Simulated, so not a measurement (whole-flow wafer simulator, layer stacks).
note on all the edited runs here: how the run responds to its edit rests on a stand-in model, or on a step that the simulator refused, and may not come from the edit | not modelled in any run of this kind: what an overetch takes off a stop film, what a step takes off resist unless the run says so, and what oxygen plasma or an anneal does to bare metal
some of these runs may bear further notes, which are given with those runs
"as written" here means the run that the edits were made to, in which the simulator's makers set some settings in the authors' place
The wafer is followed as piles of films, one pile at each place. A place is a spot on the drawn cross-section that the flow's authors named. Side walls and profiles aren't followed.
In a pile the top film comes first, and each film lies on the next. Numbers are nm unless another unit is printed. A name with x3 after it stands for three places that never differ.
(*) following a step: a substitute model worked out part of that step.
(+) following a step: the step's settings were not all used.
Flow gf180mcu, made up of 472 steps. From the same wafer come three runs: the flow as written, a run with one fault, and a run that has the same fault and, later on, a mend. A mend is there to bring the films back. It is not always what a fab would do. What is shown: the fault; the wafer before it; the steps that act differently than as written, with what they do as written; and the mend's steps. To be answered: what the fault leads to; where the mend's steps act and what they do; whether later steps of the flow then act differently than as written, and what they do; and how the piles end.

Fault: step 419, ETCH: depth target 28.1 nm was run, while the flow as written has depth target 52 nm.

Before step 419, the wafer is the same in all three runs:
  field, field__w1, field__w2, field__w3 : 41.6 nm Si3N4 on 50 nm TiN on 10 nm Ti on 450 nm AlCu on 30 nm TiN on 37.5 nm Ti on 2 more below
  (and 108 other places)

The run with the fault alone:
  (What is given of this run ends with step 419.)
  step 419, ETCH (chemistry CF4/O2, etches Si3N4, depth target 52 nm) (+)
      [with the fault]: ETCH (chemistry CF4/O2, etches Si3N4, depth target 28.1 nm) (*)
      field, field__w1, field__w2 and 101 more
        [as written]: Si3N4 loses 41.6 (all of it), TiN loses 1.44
        [with the fault]: Si3N4 loses 28.1
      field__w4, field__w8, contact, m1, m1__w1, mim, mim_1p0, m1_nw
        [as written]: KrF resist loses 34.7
        [with the fault]: KrF resist loses 18.7
  After step 419, at field, field__w1, field__w2 and 102 more, the piles differ from the flow's by more than 2% or 0.5 nm, whichever is larger.
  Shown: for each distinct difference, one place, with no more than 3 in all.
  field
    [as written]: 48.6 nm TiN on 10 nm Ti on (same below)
    [with the fault]: 13.5 nm Si3N4 on 50 nm TiN on 10 nm Ti on (same below)
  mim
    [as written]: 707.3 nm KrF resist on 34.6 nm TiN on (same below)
    [with the fault]: 723.2 nm KrF resist on 34.6 nm TiN on (same below)

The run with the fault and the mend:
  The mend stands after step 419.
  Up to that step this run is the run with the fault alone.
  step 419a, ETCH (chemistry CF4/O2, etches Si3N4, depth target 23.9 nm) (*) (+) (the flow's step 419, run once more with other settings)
      field, field__w1, field__w2 and 101 more
        Si3N4 loses 13.5 (all of it), TiN loses 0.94
      field__w4, field__w8, contact, m1, m1__w1, mim, mim_1p0, m1_nw
        KrF resist loses 13.5
  None of the later steps of the flow differs from how it acts as written, at any place that is followed, by more than 2% or 0.5 nm, whichever is larger.
  At every place that both follow, the piles at the end match the flow's.
